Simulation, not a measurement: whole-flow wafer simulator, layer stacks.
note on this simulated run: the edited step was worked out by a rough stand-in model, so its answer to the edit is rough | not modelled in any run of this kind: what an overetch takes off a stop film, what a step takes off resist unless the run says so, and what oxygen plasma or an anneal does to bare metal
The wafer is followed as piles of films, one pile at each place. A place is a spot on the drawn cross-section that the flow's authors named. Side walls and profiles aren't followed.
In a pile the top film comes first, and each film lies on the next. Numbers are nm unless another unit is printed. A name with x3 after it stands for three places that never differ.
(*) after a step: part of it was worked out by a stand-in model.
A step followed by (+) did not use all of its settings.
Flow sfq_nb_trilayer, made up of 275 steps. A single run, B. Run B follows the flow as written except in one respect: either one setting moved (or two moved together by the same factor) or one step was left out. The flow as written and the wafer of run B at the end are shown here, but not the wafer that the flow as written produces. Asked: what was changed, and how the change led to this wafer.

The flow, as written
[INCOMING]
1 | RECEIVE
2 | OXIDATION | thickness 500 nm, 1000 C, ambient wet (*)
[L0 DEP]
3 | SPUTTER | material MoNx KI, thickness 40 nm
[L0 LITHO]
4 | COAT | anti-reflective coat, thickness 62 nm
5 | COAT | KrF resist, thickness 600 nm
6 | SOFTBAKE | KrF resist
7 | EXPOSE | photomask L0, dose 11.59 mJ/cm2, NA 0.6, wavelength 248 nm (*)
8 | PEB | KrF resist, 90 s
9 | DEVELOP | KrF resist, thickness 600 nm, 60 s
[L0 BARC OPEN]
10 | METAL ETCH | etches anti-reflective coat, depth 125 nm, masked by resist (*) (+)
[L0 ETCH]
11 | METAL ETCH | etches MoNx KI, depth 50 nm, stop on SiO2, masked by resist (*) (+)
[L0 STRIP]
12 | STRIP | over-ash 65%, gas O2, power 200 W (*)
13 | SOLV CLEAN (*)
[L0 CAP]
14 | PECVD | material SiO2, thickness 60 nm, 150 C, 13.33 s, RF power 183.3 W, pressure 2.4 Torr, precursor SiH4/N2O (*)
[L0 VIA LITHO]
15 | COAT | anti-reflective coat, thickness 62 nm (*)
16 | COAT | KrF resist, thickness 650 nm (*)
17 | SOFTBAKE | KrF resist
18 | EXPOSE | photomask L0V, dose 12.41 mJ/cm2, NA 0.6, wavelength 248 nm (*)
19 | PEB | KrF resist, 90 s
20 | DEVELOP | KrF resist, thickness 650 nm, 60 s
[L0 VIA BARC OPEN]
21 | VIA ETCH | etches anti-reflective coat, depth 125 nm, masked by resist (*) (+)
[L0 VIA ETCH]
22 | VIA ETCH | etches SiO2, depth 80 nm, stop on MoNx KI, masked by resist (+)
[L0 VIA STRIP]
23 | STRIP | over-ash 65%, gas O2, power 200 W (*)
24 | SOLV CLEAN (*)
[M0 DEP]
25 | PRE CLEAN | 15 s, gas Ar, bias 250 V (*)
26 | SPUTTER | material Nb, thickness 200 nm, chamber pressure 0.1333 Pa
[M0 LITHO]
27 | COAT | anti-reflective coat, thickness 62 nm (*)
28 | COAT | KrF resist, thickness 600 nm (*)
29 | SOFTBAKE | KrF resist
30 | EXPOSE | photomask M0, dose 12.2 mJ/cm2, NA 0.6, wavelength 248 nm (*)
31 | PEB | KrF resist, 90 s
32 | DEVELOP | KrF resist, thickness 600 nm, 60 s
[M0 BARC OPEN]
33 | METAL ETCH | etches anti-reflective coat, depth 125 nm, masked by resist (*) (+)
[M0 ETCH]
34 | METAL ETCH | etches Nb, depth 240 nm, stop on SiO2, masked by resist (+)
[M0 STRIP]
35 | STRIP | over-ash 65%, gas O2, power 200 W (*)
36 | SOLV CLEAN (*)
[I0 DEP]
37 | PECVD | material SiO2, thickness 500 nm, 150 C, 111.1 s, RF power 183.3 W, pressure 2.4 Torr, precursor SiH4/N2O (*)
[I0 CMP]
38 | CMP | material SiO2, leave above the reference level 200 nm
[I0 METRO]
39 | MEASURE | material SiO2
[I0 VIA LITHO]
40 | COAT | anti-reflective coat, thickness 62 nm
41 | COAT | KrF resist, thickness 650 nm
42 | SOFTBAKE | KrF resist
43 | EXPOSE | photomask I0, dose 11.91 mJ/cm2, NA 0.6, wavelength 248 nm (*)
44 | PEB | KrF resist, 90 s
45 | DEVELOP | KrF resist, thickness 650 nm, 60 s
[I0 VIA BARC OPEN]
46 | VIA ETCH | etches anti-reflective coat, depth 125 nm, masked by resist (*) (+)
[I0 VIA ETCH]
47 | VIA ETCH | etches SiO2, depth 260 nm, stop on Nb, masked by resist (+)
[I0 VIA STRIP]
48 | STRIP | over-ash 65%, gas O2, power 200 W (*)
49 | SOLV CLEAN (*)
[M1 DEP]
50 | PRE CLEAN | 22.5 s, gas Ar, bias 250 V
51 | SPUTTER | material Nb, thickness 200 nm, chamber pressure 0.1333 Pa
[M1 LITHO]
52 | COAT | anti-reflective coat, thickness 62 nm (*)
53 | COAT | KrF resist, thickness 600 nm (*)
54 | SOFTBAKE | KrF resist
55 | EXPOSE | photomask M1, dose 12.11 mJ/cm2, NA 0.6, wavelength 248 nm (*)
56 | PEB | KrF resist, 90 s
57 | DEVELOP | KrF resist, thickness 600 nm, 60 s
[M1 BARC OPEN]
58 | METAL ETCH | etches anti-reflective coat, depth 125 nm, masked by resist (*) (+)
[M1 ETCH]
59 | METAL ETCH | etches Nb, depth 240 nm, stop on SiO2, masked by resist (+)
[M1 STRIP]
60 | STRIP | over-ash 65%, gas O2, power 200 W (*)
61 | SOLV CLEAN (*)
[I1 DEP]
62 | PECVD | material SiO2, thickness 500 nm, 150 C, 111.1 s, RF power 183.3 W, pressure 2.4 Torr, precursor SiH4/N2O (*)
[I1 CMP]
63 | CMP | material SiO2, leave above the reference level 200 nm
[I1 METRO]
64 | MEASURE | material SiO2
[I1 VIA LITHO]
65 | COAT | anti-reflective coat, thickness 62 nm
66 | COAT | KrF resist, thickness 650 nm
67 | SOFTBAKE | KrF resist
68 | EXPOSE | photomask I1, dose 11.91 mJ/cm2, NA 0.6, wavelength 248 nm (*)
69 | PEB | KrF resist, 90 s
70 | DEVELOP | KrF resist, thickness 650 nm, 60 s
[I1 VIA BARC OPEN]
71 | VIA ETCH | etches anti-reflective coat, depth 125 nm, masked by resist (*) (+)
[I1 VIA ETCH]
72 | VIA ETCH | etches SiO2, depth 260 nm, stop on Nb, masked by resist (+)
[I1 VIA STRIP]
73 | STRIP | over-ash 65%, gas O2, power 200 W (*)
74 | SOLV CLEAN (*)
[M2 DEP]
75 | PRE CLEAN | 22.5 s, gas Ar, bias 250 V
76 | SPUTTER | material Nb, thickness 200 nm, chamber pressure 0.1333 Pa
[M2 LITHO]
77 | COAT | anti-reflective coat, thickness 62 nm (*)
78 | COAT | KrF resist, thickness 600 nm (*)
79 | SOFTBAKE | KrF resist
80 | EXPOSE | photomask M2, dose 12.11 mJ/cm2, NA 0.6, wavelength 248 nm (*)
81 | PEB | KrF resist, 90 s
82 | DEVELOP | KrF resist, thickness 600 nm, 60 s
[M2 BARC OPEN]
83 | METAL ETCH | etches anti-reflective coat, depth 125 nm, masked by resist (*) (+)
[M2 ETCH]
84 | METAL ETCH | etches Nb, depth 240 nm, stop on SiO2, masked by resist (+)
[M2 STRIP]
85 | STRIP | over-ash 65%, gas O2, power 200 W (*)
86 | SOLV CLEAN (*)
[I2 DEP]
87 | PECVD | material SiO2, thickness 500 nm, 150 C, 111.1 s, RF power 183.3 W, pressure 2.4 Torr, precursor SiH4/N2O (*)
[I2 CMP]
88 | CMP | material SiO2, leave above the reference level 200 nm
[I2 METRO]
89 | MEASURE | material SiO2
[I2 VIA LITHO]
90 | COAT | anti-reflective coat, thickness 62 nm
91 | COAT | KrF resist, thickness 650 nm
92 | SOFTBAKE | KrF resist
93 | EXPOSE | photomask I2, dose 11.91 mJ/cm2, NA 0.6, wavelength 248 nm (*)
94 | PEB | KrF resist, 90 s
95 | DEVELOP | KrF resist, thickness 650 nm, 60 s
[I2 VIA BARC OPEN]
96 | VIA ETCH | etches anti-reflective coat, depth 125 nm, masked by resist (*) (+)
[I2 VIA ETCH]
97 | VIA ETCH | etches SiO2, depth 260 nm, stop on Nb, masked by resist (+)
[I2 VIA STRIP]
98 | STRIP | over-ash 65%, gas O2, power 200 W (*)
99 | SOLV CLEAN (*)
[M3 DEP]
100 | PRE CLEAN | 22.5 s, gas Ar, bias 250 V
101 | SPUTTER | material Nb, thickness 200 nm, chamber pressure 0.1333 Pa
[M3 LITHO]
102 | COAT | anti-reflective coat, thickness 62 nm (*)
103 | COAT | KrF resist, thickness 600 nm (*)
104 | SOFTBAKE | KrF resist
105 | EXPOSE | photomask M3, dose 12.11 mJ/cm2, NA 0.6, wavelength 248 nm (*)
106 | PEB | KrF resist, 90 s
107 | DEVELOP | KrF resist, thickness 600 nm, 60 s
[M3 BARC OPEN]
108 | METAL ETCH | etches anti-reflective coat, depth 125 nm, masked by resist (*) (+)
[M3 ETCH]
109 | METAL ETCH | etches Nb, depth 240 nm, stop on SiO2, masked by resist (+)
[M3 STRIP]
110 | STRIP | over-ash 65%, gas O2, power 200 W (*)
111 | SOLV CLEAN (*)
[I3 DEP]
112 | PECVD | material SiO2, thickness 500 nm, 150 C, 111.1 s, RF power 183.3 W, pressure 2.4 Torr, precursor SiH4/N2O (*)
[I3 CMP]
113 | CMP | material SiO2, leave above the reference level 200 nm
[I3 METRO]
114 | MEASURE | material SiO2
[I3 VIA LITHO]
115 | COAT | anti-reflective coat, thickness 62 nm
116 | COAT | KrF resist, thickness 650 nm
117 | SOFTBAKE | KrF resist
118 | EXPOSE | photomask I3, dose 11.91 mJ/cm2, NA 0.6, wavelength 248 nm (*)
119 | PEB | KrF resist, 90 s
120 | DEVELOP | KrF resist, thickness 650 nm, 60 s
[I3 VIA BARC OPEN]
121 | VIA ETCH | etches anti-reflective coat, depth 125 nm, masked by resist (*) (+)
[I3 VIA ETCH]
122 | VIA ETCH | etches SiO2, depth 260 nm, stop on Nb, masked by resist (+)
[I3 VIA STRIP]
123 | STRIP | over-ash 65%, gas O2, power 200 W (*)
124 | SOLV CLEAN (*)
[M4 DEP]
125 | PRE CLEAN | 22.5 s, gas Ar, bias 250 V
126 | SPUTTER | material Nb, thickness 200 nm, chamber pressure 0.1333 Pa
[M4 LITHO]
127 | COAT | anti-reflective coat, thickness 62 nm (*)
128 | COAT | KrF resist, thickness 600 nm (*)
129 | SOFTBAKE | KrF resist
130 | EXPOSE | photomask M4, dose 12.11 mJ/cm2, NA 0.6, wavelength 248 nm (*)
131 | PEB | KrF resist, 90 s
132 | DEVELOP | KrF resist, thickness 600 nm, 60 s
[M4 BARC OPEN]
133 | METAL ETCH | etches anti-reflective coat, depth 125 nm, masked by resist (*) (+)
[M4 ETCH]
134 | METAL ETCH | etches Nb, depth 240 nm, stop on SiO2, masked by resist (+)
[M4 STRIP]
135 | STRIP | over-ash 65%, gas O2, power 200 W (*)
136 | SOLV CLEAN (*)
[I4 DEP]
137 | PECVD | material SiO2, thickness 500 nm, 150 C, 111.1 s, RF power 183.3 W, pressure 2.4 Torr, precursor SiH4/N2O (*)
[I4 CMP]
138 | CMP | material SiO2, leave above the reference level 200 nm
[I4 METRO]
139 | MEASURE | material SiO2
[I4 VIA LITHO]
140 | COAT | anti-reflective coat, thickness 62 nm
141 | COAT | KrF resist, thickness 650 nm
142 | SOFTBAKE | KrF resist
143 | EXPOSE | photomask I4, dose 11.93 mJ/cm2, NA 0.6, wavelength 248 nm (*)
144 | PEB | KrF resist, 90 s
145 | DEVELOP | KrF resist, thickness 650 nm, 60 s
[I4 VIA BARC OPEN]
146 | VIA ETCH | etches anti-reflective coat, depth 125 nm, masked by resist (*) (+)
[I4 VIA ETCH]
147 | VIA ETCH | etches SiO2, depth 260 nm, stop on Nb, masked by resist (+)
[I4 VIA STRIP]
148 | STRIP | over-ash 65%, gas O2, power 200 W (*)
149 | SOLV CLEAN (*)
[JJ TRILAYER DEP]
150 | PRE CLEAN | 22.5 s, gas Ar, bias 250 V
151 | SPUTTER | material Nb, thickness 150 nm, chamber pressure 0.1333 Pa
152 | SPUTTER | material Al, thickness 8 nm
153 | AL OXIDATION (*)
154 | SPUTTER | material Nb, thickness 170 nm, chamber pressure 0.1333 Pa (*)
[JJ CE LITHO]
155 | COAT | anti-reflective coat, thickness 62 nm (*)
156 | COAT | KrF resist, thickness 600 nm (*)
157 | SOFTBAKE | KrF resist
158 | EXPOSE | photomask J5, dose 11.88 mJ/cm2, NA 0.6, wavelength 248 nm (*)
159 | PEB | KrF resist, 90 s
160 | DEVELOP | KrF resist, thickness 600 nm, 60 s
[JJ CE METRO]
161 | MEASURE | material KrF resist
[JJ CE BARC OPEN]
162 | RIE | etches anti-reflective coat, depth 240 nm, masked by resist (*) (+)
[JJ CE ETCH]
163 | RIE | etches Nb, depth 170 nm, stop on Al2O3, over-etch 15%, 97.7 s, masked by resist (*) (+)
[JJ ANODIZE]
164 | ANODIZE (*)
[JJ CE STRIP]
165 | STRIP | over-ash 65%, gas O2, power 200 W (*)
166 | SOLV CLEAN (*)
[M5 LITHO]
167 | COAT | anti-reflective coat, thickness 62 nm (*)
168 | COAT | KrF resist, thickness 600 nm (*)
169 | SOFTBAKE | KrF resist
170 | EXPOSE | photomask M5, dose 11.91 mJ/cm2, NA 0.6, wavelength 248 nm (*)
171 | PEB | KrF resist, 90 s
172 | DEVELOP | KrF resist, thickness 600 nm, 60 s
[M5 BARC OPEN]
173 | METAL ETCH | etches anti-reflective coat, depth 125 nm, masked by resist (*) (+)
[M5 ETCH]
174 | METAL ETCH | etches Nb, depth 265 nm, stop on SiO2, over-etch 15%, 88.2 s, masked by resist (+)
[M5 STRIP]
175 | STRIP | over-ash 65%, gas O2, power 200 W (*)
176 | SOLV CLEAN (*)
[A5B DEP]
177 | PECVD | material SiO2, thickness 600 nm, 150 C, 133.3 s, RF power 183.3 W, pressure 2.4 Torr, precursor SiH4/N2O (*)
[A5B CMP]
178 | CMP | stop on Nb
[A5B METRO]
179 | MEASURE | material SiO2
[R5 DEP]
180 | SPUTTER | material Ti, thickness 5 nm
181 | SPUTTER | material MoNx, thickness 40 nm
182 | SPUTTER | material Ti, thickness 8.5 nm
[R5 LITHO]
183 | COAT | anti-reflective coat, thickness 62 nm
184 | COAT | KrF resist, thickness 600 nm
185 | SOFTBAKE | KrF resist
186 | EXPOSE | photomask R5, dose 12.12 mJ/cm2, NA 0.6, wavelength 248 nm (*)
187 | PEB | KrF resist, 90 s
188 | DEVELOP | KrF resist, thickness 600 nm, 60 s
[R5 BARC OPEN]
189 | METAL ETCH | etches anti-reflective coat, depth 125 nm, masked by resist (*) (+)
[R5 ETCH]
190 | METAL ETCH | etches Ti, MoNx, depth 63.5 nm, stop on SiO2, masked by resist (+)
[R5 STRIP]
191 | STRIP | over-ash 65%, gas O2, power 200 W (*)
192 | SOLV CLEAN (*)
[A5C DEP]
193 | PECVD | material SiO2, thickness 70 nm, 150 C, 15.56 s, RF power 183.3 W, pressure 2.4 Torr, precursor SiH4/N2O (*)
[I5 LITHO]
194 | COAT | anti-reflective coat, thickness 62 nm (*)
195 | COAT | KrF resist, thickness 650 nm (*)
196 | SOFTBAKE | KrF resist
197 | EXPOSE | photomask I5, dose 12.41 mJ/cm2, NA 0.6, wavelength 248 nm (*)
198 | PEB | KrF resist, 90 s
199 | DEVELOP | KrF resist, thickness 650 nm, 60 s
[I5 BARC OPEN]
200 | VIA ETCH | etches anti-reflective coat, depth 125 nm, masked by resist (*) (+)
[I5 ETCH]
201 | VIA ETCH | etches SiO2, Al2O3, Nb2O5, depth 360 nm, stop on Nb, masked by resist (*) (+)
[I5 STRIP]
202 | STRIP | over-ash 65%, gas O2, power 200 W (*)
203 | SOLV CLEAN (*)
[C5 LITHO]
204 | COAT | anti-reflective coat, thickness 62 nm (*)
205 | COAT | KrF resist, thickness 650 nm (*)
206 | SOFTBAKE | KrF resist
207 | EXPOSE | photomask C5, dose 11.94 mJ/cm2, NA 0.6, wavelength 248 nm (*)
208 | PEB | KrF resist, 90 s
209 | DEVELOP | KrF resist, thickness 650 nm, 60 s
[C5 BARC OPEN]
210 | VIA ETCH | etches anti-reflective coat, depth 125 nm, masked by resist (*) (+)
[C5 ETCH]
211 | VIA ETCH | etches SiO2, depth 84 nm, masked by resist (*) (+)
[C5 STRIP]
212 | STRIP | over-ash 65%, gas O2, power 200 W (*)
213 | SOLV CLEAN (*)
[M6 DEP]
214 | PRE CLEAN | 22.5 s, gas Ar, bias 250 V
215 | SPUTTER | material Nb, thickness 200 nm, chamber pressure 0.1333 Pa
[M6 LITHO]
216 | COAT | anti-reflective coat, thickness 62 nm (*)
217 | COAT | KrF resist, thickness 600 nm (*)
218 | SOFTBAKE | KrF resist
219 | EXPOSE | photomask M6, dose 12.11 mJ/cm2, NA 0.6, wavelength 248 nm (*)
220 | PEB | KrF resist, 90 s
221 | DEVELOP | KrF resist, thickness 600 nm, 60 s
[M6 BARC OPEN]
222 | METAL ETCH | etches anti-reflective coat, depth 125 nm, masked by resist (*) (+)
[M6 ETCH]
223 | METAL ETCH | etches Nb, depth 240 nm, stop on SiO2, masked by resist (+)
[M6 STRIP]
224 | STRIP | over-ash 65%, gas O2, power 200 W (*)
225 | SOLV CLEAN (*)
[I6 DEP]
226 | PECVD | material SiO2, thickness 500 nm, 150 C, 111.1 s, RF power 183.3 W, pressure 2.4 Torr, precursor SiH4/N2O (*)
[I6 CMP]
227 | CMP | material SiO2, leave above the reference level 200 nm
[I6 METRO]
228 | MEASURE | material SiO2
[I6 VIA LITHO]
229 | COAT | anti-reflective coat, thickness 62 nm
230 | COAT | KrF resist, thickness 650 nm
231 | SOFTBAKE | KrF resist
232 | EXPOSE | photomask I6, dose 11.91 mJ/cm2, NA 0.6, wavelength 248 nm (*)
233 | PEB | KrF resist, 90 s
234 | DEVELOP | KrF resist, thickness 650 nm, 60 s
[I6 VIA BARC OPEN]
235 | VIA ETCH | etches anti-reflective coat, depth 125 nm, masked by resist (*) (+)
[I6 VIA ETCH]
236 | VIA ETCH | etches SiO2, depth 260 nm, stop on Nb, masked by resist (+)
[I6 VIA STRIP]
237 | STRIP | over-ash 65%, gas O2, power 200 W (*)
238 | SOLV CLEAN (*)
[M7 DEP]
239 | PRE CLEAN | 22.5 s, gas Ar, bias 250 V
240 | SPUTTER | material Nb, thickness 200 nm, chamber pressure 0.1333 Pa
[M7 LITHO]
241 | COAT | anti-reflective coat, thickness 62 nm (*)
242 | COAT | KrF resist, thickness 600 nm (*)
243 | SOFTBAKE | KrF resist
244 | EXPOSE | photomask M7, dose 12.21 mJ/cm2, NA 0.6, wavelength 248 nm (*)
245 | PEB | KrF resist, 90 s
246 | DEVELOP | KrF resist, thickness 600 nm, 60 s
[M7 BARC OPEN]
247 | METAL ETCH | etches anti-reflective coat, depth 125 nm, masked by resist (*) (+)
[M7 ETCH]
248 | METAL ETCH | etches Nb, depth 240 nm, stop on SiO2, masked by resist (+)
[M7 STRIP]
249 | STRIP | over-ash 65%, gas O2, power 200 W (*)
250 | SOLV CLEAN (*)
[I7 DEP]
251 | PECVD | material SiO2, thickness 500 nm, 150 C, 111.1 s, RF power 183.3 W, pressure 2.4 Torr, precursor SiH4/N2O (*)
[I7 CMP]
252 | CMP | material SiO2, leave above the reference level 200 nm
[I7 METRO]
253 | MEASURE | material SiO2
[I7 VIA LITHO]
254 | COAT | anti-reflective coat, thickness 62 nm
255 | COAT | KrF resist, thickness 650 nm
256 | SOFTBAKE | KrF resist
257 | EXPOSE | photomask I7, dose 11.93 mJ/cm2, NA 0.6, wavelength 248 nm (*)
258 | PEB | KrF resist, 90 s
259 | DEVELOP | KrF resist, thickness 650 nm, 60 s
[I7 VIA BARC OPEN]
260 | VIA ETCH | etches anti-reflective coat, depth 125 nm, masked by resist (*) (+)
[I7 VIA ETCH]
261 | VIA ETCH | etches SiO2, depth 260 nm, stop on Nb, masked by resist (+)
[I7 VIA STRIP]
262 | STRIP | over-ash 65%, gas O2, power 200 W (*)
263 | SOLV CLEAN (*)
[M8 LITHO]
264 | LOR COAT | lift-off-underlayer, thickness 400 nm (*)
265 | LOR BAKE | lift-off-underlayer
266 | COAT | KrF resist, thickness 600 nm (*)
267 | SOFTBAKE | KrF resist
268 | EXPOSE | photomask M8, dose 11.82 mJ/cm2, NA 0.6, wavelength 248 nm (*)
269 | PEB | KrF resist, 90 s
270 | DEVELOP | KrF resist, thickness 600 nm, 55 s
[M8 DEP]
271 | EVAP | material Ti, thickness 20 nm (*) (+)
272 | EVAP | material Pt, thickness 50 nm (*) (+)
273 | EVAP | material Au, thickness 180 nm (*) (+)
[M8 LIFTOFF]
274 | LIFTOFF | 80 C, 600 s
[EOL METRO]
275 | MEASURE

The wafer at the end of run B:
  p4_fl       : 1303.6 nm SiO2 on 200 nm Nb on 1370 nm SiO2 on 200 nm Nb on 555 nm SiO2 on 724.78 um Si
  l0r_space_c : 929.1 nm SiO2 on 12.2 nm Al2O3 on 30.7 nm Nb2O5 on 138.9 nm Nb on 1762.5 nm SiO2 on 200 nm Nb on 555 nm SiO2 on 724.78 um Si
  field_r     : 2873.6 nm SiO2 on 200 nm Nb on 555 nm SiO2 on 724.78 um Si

What caused this: step 154, SPUTTER: thickness 97.7 nm was run, whereas the flow has thickness 170 nm.

How this came from the change, step by step:
  154 | SPUTTER | material Nb, thickness 170 nm, chamber pressure 0.1333 Pa (*)
      field_l, v_sur, via_sp and 100 more: +97.7 Nb (new film) (it would be, as written: +170 Nb (new film))
      via_wl, via_wr: +80.7 Nb (new film) (it would be, as written: +140.7 Nb (new film))
      (and at 1 other place as well)
  155 | COAT | anti-reflective coat, thickness 62 nm (*)
      via_wl, via_wr: +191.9 anti-reflective coat (new film) (it would be, as written: +209.4 anti-reflective coat (new film))
      via_w: +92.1 anti-reflective coat (new film) (it would be, as written: +97.4 anti-reflective coat (new film))
  162 | RIE | etches anti-reflective coat, depth 240 nm, masked by resist (*) (+)
      ce_l, c5j, ce_r, wl_jj: -191.9 KrF resist (it would be, as written: -209.4 KrF resist)
      via_wl, via_wr: -191.9 anti-reflective coat (all of it) (it would be, as written: -209.4 anti-reflective coat (all of it))
      (and at 1 other place as well)
  163 | RIE | etches Nb, depth 170 nm, stop on Al2O3, over-etch 15%, 97.7 s, masked by resist (*) (+)
      field_l, v_sur, via_sp and 96 more: -97.7 Nb (all of it), -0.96 Al2O3 (all of it) (it would be, as written: -170 Nb (all of it), -0.51 Al2O3)
      via_wl, via_wr: -80.7 Nb (all of it), -0.96 Al2O3 (all of it) (it would be, as written: -140.7 Nb (all of it), -0.96 Al2O3 (all of it))
      (and at 1 other place as well)
  164 | ANODIZE (*)
      field_l, v_sur, via_sp and 96 more: +12.2 Al2O3 (new film), +30.7 Nb2O5 (new film), -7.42 Al (all of it), -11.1 Nb (it would be, as written: +12.2 Al2O3, +29.9 Nb2O5 (new film), -7.42 Al (all of it), -10.8 Nb)
  165 | STRIP | over-ash 65%, gas O2, power 200 W (*)
      ce_l: -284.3 KrF resist (all of it), -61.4 anti-reflective coat (all of it) (it would be, as written: -266.8 KrF resist (all of it), -61.4 anti-reflective coat (all of it))
      c5j: -284.3 KrF resist (all of it), -61.5 anti-reflective coat (all of it) (it would be, as written: -266.9 KrF resist (all of it), -61.5 anti-reflective coat (all of it))
      (and at 2 other places as well)
  167 | COAT | anti-reflective coat, thickness 62 nm (*)
      wl_j_sl, wl_j_sr: +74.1 anti-reflective coat (new film) (it would be, as written: +83.3 anti-reflective coat (new film))
      gap: +61 anti-reflective coat (new film) (it would be, as written: +58.9 anti-reflective coat (new film))
      (and at 8 other places as well)
  168 | COAT | KrF resist, thickness 600 nm (*)
      ce_l: +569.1 KrF resist (new film) (it would be, as written: +528.3 KrF resist (new film))
      c5j: +554 KrF resist (new film) (it would be, as written: +507.6 KrF resist (new film))
      (and at 2 other places as well)
  173 | METAL ETCH | etches anti-reflective coat, depth 125 nm, masked by resist (*) (+)
      wl_a_sl: -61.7 anti-reflective coat (all of it) (it would be, as written: -59.7 anti-reflective coat (all of it), -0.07 Al2O3)
  174 | METAL ETCH | etches Nb, depth 265 nm, stop on SiO2, over-etch 15%, 88.2 s, masked by resist (+)
      field_l, r_sur, res and 50 more: -12.2 Al2O3 (all of it), -30.7 Nb2O5 (all of it), -138.9 Nb (all of it), -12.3 SiO2 (it would be, as written: -12.6 Al2O3 (all of it), -29.9 Nb2O5 (all of it), -139.2 Nb (all of it), -12.3 SiO2)
  175 | STRIP | over-ash 65%, gas O2, power 200 W (*)
      gap: -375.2 KrF resist (all of it), -61 anti-reflective coat (all of it) (it would be, as written: -383.4 KrF resist (all of it), -58.9 anti-reflective coat (all of it))
      jj_sur: -370.1 KrF resist (all of it), -73.3 anti-reflective coat (all of it) (it would be, as written: -374.7 KrF resist (all of it), -82.6 anti-reflective coat (all of it))
      (and at 8 other places as well)
  178 | CMP | stop on Nb
      v_sur, via_sp, via_v and 43 more: -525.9 SiO2 (it would be, as written: -453.5 SiO2)
      field_l, p4_fl, p4_fm and 39 more: -331.6 SiO2 (it would be, as written: -259.3 SiO2)
      (and at 14 other places as well)
  201 | VIA ETCH | etches SiO2, Al2O3, Nb2O5, depth 360 nm, stop on Nb, masked by resist (*) (+)
      be: -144 SiO2 (all of it), -12.2 Al2O3 (all of it), -30.7 Nb2O5 (all of it) (it would be, as written: -216.4 SiO2 (all of it), -12.7 Al2O3 (all of it), -29.9 Nb2O5 (all of it))
  204 | COAT | anti-reflective coat, thickness 62 nm (*)
      wire: +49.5 anti-reflective coat (new film) (it would be, as written: +47.4 anti-reflective coat (new film))
      be: +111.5 anti-reflective coat (new film) (it would be, as written: +122.2 anti-reflective coat (new film))
      (and at 1 other place as well)
  205 | COAT | KrF resist, thickness 650 nm (*)
      be: +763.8 KrF resist (new film) (it would be, as written: +815.3 KrF resist (new film))
  212 | STRIP | over-ash 65%, gas O2, power 200 W (*)
      wire: -559.9 KrF resist (all of it), -49.5 anti-reflective coat (all of it) (it would be, as written: -555.8 KrF resist (all of it), -47.4 anti-reflective coat (all of it))
      be: -676.7 KrF resist (all of it), -111.5 anti-reflective coat (all of it) (it would be, as written: -728.2 KrF resist (all of it), -122.2 anti-reflective coat (all of it))
      (and at 1 other place as well)
  ... 4 other steps ...
  226 | PECVD | material SiO2, thickness 500 nm, 150 C, 111.1 s, RF power 183.3 W, pressure 2.4 Torr, precursor SiH4/N2O (*)
      be: +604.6 SiO2 (new film) (it would be, as written: +693.5 SiO2 (new film))
